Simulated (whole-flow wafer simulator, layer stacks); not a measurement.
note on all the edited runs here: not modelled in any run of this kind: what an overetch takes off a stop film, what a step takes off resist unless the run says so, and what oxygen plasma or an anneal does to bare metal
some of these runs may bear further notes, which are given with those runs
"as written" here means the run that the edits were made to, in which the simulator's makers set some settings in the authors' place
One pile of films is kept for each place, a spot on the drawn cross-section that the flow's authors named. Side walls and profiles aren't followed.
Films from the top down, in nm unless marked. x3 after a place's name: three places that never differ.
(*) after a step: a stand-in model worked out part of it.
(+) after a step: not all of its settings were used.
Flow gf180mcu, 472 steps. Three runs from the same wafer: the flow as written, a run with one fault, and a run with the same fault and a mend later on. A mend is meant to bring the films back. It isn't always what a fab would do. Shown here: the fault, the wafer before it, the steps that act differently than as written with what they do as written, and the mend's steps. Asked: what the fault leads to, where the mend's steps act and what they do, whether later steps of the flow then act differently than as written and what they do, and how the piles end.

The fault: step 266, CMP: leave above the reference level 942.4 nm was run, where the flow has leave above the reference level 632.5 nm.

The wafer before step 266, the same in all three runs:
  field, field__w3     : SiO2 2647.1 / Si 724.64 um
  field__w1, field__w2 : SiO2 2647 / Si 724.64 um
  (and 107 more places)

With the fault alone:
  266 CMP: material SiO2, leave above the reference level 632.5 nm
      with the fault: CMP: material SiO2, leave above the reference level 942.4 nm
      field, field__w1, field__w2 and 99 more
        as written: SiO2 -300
        with the fault: nothing
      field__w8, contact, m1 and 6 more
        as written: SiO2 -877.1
        with the fault: SiO2 -567.2
  Later steps of the flow that act differently than as written (10 more steps differ only slightly, by at most 2% or 0.5 nm, whichever is larger, and aren't shown):
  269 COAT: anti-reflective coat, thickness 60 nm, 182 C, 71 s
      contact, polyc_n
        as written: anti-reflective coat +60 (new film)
        with the fault: anti-reflective coat +54.1 (new film)
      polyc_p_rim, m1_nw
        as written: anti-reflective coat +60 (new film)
        with the fault: anti-reflective coat +55.8 (new film)
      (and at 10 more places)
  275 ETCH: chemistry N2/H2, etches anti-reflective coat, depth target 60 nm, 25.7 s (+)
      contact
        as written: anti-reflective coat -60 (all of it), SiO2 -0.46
        with the fault: anti-reflective coat -54.1 (all of it), SiO2 -0.61
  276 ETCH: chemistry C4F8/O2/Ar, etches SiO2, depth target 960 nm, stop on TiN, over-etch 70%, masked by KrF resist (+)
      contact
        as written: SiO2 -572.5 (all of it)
        with the fault: SiO2 -882.2 (all of it)
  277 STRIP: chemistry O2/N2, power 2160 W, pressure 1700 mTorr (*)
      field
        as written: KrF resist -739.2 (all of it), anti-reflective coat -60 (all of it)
        with the fault: KrF resist -737.1 (all of it), anti-reflective coat -63.8 (all of it)
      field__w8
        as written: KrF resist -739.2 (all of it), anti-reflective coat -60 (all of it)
        with the fault: KrF resist -738.3 (all of it), anti-reflective coat -54.2 (all of it)
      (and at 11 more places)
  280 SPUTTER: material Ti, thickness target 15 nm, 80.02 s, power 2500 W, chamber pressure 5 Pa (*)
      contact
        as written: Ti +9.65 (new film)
        with the fault: Ti +8.11 (new film)
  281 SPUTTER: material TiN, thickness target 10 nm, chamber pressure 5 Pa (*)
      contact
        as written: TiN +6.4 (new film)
        with the fault: TiN +5.38 (new film)
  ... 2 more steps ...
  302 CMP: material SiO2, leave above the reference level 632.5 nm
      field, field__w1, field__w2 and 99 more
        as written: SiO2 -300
        with the fault: SiO2 -290.6
  At the end the piles differ from the flow's by more than 2% or 0.5 nm, whichever is larger, at field, field__w1, field__w2 and 109 more.
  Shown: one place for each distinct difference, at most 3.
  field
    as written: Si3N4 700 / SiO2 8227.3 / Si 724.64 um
    with the fault: Si3N4 700 / SiO2 8536.7 / Si 724.64 um
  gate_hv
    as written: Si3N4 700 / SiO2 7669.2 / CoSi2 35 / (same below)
    with the fault: Si3N4 700 / SiO2 7978.6 / CoSi2 35 / (same below)
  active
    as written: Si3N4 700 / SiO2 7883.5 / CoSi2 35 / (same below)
    with the fault: Si3N4 700 / SiO2 8192.9 / CoSi2 35 / (same below)

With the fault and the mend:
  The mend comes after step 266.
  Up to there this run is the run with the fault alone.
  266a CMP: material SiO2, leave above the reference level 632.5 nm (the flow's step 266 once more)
      field, field__w1, field__w2 and 99 more
        SiO2 -300
      field__w8, contact, m1 and 6 more
        SiO2 -309.9
  No later step of the flow acts differently than as written at any place that is followed.
  At the end the piles are the same as the flow's at every place that both follow.
